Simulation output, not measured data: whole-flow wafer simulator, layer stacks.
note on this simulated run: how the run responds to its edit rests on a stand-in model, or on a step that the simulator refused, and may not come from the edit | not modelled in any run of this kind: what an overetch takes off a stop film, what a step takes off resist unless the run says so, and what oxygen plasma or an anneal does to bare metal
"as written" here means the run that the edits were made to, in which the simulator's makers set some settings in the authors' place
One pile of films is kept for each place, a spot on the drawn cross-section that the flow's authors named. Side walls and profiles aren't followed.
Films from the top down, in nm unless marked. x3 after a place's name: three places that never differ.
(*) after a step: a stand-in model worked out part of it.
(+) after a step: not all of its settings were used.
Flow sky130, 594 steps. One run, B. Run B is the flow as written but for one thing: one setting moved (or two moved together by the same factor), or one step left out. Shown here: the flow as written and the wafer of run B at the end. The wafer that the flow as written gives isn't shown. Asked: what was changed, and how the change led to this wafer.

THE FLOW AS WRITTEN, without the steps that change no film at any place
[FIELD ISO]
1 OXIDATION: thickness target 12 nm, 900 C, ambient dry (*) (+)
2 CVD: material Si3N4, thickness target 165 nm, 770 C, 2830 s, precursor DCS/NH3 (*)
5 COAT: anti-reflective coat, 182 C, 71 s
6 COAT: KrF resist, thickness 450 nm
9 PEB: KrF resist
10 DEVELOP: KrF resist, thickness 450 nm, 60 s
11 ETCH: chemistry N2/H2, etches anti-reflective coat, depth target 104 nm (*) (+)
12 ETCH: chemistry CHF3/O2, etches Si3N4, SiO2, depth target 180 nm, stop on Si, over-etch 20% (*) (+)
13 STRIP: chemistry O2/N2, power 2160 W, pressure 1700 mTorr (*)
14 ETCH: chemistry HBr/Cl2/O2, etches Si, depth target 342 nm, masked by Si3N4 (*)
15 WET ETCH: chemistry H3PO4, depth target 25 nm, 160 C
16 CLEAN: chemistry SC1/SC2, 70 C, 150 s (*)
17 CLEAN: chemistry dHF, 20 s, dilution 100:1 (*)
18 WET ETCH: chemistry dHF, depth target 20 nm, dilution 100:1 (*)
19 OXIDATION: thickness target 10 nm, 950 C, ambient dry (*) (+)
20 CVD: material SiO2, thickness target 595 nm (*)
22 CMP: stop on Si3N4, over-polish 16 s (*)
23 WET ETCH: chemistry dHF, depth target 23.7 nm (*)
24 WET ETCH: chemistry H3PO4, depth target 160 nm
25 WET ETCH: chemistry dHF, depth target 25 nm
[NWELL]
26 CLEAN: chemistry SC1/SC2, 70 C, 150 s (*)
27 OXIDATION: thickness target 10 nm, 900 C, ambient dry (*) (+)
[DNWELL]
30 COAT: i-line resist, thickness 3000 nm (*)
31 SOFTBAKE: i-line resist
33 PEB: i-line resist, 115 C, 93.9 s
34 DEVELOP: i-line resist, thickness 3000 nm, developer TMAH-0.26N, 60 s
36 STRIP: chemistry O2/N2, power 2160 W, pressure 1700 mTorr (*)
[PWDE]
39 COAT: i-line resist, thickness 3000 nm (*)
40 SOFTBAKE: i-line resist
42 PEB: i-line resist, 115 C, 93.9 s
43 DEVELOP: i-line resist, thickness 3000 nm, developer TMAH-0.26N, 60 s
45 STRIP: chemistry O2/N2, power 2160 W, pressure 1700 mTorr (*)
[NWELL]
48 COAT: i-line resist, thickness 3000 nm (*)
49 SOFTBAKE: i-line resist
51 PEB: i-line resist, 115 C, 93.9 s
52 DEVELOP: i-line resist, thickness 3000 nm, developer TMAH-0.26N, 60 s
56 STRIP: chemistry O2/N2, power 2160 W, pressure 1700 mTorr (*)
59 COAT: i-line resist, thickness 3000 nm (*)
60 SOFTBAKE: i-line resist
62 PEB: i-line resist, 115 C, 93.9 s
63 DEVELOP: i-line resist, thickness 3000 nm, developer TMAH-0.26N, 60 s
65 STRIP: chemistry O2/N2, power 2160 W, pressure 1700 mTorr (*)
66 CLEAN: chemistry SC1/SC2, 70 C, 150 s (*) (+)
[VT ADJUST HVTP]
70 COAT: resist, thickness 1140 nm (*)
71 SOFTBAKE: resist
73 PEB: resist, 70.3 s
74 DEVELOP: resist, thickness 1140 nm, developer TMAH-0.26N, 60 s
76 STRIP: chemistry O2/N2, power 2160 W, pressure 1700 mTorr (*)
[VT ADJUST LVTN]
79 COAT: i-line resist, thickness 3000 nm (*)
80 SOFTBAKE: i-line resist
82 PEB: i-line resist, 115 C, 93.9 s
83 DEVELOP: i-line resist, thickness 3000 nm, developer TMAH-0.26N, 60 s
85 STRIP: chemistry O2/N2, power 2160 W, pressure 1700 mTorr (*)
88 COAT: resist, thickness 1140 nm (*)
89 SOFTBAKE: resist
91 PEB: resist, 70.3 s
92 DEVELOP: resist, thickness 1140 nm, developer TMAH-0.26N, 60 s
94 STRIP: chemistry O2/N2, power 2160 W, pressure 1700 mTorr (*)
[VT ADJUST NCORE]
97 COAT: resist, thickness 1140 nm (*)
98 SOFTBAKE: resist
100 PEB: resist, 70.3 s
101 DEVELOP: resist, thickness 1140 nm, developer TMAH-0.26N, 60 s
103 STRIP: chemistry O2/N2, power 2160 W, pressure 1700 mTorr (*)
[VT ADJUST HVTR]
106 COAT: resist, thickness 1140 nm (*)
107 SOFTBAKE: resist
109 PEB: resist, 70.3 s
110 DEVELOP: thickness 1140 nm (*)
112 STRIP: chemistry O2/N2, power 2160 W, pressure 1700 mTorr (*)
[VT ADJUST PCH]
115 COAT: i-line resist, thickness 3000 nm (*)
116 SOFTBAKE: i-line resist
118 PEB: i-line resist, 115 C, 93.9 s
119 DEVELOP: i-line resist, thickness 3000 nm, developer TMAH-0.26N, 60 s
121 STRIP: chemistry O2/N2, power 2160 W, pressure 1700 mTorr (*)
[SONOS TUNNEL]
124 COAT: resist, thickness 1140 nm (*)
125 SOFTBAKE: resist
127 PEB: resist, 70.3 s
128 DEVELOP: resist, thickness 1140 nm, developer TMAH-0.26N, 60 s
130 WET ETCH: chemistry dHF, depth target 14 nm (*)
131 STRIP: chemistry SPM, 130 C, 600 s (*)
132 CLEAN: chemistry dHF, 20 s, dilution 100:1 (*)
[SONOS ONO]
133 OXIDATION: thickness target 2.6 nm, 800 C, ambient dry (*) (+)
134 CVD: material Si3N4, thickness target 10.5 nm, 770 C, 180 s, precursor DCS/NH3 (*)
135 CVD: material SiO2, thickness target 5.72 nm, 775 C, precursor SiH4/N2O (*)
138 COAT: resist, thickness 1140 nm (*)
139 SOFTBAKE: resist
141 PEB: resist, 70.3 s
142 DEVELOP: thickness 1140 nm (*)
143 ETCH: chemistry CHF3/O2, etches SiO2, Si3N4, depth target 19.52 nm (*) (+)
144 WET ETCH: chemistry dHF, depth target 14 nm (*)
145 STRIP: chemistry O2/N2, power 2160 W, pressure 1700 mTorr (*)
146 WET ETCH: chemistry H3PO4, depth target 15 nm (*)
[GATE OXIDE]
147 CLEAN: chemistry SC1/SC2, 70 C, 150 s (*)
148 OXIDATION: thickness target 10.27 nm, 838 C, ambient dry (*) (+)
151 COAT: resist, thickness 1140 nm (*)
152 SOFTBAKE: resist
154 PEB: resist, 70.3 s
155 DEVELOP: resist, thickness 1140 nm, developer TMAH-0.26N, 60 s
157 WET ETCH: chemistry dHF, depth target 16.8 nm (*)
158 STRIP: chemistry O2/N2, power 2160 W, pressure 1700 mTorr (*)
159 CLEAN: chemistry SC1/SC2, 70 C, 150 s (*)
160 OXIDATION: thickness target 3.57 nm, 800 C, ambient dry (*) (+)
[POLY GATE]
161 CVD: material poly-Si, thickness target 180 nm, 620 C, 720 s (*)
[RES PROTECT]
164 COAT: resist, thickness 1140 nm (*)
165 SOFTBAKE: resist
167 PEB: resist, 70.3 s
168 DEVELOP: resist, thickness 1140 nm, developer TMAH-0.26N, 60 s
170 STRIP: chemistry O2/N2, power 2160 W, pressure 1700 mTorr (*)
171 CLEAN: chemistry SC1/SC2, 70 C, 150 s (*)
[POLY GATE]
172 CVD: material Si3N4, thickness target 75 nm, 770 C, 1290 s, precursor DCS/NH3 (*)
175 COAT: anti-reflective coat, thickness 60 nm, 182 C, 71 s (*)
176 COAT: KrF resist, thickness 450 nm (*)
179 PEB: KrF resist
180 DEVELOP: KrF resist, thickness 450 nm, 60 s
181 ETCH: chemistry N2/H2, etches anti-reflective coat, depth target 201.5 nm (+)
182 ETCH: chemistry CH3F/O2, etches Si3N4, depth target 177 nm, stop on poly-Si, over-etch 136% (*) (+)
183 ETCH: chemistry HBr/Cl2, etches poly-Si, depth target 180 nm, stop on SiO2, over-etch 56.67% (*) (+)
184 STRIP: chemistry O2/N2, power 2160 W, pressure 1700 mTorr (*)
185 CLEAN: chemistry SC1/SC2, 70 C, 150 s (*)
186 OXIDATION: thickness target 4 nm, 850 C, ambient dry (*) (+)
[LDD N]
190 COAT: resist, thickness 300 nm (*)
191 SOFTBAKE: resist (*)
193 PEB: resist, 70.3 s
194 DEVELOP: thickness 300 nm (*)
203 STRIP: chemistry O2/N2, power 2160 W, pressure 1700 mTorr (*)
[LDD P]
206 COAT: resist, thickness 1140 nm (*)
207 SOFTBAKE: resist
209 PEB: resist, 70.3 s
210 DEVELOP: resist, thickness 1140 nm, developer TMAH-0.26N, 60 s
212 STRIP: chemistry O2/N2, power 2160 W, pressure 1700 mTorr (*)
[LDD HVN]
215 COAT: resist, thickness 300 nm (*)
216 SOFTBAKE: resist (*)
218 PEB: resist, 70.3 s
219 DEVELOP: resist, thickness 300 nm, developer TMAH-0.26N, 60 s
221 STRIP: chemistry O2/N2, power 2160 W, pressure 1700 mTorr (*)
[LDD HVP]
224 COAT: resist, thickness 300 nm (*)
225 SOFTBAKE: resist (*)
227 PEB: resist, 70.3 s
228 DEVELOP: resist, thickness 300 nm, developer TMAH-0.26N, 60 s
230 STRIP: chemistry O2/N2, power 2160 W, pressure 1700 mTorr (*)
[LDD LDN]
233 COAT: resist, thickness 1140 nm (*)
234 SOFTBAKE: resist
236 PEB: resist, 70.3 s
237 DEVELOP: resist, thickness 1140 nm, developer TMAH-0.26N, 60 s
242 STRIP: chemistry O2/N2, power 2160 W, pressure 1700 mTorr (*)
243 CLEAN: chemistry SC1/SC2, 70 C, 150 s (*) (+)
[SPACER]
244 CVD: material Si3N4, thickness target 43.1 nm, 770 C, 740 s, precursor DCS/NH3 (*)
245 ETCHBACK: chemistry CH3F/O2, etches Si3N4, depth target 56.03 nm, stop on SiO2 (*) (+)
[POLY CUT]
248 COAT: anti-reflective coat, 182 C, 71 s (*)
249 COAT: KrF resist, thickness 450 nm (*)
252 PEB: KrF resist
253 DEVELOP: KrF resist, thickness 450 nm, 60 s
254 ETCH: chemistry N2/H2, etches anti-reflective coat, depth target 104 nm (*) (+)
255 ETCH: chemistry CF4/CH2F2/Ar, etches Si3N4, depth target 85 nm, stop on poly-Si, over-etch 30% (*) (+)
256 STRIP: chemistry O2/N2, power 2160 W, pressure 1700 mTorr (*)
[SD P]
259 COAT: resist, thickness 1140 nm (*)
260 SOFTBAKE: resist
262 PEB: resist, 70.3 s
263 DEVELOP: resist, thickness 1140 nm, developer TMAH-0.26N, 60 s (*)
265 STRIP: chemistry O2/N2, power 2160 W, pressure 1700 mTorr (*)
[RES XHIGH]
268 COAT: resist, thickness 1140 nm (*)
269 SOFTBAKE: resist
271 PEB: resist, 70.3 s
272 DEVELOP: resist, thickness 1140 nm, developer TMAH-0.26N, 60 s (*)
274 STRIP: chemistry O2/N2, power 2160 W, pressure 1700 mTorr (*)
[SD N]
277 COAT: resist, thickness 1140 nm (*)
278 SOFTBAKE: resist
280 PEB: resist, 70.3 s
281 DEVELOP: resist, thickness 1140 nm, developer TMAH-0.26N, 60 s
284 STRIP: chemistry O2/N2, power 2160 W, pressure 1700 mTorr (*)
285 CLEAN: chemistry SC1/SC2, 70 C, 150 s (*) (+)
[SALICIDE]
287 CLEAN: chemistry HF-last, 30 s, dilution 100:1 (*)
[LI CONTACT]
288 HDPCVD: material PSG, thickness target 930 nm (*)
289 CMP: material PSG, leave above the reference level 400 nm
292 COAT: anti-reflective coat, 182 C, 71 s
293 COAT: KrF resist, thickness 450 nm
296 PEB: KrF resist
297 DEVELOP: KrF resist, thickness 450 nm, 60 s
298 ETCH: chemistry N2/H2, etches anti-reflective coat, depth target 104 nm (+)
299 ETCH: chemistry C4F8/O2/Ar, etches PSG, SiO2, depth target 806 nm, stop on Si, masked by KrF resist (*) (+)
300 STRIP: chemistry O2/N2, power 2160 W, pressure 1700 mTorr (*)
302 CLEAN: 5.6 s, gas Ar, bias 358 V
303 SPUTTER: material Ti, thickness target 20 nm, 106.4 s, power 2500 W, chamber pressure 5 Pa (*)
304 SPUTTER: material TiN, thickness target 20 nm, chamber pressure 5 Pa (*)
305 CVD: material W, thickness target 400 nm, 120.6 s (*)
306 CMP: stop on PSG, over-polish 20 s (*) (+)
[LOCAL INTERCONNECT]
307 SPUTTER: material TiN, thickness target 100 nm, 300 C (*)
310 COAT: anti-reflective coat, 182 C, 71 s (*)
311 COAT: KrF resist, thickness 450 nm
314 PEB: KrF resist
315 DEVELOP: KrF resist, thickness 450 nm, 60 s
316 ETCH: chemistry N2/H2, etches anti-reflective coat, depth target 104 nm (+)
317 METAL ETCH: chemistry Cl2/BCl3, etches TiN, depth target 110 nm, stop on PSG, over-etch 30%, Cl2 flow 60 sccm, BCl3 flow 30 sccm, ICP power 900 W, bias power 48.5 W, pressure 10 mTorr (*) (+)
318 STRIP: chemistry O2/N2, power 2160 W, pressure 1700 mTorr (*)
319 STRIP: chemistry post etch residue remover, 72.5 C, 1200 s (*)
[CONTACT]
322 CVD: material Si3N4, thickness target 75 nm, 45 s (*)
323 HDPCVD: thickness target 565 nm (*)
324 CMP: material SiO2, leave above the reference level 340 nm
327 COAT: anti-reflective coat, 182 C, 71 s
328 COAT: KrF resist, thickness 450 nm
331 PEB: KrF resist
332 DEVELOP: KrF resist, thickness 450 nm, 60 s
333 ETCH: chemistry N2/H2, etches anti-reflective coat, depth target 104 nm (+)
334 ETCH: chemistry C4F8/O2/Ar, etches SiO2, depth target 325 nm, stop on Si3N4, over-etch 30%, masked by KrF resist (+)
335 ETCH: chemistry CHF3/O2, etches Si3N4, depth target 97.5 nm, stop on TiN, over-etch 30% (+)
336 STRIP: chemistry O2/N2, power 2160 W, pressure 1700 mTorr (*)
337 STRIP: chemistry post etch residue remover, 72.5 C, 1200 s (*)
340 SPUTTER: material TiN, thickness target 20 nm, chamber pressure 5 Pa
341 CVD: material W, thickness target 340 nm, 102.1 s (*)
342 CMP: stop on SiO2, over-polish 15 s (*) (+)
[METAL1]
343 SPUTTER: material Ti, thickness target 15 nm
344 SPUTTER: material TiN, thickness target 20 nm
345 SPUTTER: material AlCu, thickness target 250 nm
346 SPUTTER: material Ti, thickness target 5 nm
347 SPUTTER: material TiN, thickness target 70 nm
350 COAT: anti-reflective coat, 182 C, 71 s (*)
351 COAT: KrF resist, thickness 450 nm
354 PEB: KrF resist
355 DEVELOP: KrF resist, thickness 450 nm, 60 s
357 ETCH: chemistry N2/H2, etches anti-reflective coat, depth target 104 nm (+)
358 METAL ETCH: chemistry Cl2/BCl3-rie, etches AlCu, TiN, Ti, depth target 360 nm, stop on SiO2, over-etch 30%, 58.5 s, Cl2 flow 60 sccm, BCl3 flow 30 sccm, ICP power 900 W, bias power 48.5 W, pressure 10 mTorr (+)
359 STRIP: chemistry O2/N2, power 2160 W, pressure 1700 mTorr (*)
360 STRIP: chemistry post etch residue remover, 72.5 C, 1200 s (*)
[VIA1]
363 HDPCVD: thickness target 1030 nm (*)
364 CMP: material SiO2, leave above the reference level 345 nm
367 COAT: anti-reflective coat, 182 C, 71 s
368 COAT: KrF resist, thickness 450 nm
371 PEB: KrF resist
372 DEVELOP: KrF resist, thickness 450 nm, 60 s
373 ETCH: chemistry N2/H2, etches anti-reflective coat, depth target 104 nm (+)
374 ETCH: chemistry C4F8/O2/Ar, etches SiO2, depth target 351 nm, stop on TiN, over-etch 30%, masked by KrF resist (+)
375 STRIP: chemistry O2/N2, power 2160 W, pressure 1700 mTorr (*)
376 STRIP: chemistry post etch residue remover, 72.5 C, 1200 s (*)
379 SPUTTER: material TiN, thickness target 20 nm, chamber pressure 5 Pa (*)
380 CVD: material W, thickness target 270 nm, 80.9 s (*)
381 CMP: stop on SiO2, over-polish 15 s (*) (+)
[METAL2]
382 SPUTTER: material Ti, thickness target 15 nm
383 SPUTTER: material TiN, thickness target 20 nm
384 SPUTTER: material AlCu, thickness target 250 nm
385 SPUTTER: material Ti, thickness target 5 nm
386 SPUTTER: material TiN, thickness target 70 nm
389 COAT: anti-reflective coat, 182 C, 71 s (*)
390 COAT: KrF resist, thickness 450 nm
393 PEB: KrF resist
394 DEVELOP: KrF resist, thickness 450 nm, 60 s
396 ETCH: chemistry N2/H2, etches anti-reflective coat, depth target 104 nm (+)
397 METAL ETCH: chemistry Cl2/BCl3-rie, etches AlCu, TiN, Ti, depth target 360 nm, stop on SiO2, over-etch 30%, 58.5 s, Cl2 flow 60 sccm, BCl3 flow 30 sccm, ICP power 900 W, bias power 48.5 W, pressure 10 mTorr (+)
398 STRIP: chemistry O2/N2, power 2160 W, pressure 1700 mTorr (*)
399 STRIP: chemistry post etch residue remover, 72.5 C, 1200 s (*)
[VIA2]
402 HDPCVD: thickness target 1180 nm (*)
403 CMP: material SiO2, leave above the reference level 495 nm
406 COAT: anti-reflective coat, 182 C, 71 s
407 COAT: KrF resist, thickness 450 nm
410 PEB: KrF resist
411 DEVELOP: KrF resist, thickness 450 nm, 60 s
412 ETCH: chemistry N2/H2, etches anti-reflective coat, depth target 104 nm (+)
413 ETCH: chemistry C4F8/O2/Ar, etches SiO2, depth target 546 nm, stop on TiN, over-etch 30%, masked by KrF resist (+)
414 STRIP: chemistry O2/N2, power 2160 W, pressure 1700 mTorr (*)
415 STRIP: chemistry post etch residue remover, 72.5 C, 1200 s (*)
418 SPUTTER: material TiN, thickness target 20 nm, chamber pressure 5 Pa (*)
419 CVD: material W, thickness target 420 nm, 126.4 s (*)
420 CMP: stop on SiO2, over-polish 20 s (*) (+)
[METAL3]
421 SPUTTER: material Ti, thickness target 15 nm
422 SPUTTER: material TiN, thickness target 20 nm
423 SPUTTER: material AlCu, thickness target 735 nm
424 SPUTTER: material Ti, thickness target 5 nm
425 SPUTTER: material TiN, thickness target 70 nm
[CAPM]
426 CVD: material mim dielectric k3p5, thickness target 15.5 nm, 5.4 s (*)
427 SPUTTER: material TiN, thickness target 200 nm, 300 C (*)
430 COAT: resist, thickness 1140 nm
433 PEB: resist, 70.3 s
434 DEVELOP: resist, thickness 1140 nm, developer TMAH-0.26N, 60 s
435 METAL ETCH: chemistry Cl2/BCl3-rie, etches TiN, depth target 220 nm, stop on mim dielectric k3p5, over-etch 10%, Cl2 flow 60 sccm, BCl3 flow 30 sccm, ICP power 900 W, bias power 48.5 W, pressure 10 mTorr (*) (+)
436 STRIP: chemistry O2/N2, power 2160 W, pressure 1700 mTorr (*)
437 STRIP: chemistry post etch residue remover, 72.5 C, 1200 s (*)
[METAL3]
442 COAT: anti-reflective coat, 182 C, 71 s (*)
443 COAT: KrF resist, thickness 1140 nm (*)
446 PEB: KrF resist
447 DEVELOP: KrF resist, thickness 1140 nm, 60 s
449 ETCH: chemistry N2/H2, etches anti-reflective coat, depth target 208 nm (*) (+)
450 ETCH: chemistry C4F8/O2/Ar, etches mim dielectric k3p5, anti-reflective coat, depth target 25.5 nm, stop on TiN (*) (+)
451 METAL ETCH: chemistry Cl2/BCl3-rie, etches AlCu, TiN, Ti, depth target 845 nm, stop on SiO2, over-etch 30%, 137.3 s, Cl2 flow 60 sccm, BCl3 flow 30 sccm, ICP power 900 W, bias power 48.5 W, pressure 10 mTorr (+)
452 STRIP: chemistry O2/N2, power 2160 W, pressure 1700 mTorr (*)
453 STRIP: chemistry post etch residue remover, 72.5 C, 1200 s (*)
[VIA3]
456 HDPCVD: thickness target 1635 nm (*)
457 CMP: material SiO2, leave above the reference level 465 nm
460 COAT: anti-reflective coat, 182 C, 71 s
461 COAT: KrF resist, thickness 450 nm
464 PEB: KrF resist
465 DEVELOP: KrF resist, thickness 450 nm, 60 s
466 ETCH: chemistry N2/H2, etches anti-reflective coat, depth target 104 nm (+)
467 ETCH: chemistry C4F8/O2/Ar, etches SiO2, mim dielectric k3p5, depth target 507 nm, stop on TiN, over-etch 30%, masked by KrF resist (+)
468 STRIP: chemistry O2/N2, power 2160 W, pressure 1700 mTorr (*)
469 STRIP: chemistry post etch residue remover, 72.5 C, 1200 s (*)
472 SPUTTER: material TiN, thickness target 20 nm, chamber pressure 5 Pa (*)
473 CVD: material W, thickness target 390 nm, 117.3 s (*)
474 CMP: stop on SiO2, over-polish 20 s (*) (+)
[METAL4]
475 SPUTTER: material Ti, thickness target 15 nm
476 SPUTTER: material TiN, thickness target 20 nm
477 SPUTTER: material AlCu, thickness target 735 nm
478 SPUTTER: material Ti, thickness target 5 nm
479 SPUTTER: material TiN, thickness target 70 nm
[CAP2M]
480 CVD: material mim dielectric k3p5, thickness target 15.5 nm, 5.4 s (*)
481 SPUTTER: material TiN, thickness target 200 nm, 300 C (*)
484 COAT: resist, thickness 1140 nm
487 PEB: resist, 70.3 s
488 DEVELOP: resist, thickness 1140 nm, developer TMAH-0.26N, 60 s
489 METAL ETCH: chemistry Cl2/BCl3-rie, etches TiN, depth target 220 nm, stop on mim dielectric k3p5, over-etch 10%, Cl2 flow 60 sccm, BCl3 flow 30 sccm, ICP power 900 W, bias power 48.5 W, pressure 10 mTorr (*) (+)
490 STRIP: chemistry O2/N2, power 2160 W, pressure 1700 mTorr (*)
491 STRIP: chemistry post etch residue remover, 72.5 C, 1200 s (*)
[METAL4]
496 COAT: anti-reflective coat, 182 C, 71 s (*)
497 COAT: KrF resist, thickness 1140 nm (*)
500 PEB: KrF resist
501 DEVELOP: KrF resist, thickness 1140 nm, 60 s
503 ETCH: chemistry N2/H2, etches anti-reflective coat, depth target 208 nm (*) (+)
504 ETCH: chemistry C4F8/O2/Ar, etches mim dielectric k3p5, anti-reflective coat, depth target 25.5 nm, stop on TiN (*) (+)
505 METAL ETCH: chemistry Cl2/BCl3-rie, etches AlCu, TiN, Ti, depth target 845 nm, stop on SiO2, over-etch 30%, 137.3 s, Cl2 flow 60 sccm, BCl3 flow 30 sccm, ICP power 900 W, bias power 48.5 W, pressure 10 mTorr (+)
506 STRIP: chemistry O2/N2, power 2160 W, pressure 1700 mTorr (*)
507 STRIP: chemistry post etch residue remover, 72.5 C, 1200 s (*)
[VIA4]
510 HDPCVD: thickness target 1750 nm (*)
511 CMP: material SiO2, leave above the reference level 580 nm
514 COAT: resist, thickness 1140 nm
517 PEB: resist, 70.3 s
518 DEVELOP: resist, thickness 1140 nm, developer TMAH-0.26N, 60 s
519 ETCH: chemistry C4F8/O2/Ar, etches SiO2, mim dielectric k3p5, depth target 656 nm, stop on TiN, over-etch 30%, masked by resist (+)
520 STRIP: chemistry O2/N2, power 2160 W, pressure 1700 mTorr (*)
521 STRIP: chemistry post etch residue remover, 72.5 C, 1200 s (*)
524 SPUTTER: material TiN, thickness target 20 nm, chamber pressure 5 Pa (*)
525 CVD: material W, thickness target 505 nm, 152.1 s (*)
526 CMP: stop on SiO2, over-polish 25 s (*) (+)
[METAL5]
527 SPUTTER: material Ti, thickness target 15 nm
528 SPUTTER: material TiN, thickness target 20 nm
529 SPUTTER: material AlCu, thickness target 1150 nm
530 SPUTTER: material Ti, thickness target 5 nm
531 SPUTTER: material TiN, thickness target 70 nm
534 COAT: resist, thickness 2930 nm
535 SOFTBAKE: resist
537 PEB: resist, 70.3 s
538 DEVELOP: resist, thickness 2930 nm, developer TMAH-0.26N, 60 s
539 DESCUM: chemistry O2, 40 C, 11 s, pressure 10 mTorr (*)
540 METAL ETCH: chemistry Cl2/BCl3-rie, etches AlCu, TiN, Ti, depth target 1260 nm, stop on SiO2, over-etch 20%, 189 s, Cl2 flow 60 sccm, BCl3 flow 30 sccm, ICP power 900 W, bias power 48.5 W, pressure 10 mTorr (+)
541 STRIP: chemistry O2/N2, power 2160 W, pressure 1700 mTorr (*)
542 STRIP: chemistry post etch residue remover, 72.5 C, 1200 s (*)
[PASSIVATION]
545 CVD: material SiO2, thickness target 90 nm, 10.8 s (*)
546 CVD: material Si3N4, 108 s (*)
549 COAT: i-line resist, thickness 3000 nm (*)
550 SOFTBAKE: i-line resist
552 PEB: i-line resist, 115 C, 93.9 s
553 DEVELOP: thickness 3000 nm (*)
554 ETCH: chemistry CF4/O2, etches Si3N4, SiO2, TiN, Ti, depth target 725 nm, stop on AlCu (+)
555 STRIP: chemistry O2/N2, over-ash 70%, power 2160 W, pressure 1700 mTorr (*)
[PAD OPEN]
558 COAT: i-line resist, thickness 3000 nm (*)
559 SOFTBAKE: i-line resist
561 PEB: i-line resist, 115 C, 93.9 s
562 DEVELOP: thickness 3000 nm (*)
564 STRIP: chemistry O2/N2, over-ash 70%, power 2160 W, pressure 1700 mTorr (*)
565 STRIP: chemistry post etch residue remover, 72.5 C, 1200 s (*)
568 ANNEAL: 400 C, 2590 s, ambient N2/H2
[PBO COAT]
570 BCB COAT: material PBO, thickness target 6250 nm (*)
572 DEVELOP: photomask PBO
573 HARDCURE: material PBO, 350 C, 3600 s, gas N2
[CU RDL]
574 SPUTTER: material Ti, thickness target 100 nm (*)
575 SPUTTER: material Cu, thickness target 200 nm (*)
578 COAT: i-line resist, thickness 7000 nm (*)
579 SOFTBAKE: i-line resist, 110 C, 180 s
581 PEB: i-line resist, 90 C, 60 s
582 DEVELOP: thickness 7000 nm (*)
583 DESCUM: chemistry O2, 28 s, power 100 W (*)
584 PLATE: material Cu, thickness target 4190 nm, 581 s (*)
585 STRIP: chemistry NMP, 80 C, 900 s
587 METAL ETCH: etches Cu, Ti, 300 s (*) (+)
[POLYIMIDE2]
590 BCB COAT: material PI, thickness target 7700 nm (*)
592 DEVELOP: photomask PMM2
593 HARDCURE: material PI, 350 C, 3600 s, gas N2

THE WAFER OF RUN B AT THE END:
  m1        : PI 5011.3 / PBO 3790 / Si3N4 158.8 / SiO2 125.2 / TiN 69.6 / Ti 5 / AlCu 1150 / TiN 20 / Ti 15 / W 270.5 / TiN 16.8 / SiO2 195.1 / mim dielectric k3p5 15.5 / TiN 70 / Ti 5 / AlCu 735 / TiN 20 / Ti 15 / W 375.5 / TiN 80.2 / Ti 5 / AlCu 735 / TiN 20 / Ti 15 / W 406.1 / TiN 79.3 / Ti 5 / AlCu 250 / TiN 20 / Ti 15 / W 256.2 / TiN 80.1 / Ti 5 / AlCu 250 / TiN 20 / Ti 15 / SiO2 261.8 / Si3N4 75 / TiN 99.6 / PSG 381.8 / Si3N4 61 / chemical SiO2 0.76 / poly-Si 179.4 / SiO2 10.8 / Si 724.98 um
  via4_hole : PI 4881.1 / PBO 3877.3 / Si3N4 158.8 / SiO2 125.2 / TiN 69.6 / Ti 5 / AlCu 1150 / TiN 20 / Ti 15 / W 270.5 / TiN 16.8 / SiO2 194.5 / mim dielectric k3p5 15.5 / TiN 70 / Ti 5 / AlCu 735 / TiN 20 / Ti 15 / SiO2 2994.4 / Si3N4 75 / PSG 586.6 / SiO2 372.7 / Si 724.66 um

The cause: step 519, ETCH: depth target 295 nm was run, where the flow has depth target 656 nm.

How the change led to this, step by step:
  519 ETCH: chemistry C4F8/O2/Ar, etches SiO2, mim dielectric k3p5, depth target 656 nm, stop on TiN, over-etch 30%, masked by resist (+)
      m1: SiO2 -295 (as written it would be: SiO2 -490.1 (all of it), mim dielectric k3p5 -15.5 (all of it))
      via4_hole: SiO2 -295 (as written it would be: SiO2 -489.5 (all of it), mim dielectric k3p5 -15.5 (all of it))
      (and at 191 more places)
  520 STRIP: chemistry O2/N2, power 2160 W, pressure 1700 mTorr (*)
      field, active, n_well and 188 more: resist -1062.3 (all of it) (as written it would be: resist -990.1 (all of it))
  524 SPUTTER: material TiN, thickness target 20 nm, chamber pressure 5 Pa (*)
      m1, via4_hole: TiN +16.8 (new film) (as written it would be: TiN +15.3)
  525 CVD: material W, thickness target 505 nm, 152.1 s (*)
      m1: W +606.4 (new film) (as written it would be: W +1015.8 (new film))
      via4_hole: W +608.1 (new film) (as written it would be: W +1015.2 (new film))
  526 CMP: stop on SiO2, over-polish 25 s (*) (+)
      m1: W -335.9 (as written it would be: W -532.7)
      via4_hole: W -337.7 (as written it would be: W -532.7)
Counting metal films that touch as one body, m1 has 3 bodies (between them, from the top down: SiO2 195.1 / mim dielectric k3p5 15.5; SiO2 261.8 / Si3N4 75); the flow as written gives 2 bodies (between them, from the top down: SiO2 261.8 / Si3N4 75).
Counting metal films that touch as one body, via4_hole has 2 bodies (between them, from the top down: SiO2 194.5 / mim dielectric k3p5 15.5); the flow as written gives 1 body.
